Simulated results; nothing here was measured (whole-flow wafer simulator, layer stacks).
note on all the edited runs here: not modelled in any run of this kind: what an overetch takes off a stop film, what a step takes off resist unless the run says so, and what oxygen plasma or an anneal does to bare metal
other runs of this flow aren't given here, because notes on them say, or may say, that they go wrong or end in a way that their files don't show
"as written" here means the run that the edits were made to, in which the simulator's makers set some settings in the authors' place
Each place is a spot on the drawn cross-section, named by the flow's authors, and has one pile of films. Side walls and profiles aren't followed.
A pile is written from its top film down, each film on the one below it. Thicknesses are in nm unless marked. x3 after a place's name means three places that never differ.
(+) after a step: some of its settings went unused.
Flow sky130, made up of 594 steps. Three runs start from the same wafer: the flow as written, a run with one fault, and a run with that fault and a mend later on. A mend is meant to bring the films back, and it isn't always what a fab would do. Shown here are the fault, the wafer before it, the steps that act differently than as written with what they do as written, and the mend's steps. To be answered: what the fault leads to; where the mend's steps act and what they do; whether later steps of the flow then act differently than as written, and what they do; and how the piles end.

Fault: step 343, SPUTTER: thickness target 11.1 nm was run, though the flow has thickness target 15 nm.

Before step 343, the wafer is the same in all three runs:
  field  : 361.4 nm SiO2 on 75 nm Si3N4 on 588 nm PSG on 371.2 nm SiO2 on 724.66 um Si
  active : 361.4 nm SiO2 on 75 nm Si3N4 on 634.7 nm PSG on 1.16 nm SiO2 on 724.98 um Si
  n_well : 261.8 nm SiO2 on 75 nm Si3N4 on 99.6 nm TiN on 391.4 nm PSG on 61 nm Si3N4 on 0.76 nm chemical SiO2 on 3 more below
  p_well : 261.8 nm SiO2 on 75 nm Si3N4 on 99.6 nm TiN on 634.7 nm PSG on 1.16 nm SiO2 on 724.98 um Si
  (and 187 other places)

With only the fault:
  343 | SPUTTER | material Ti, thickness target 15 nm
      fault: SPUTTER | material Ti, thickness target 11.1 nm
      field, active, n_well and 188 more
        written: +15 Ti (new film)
        fault: +11.1 Ti (new film)
  Steps further on in the flow that do not act as written (not shown: 18 more steps that differ only slightly, by at most 2% or 0.5 nm, whichever is larger):
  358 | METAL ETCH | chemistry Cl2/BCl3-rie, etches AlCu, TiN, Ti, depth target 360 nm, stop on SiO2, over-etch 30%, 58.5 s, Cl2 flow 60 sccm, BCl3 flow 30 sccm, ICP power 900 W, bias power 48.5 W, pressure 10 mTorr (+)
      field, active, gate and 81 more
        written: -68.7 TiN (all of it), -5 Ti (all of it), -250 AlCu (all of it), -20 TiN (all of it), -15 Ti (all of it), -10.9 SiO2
        fault: -68.7 TiN (all of it), -5 Ti (all of it), -250 AlCu (all of it), -20 TiN (all of it), -11.1 Ti (all of it), -11.3 SiO2
  The piles end different from the flow's at n_well, p_well, gate_hv and 104 more by more than 2% or 0.5 nm, whichever is larger.
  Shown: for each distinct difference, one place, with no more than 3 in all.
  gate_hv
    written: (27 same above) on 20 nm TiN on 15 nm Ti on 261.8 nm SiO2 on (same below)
    fault: (27 same above) on 20 nm TiN on 11.1 nm Ti on 261.8 nm SiO2 on (same below)
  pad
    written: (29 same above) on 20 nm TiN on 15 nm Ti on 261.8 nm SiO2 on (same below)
    fault: (29 same above) on 20 nm TiN on 11.1 nm Ti on 261.8 nm SiO2 on (same below)
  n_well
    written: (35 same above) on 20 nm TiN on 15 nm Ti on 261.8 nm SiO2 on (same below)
    fault: (35 same above) on 20 nm TiN on 11.1 nm Ti on 261.8 nm SiO2 on (same below)

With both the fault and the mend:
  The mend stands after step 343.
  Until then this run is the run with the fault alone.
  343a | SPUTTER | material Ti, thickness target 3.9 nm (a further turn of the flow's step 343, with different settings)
      field, active, n_well and 188 more
        +3.9 Ti
  Later steps of the flow that are run all act as written at every place that is followed.
  The piles end the same as the flow's at every place that both follow.
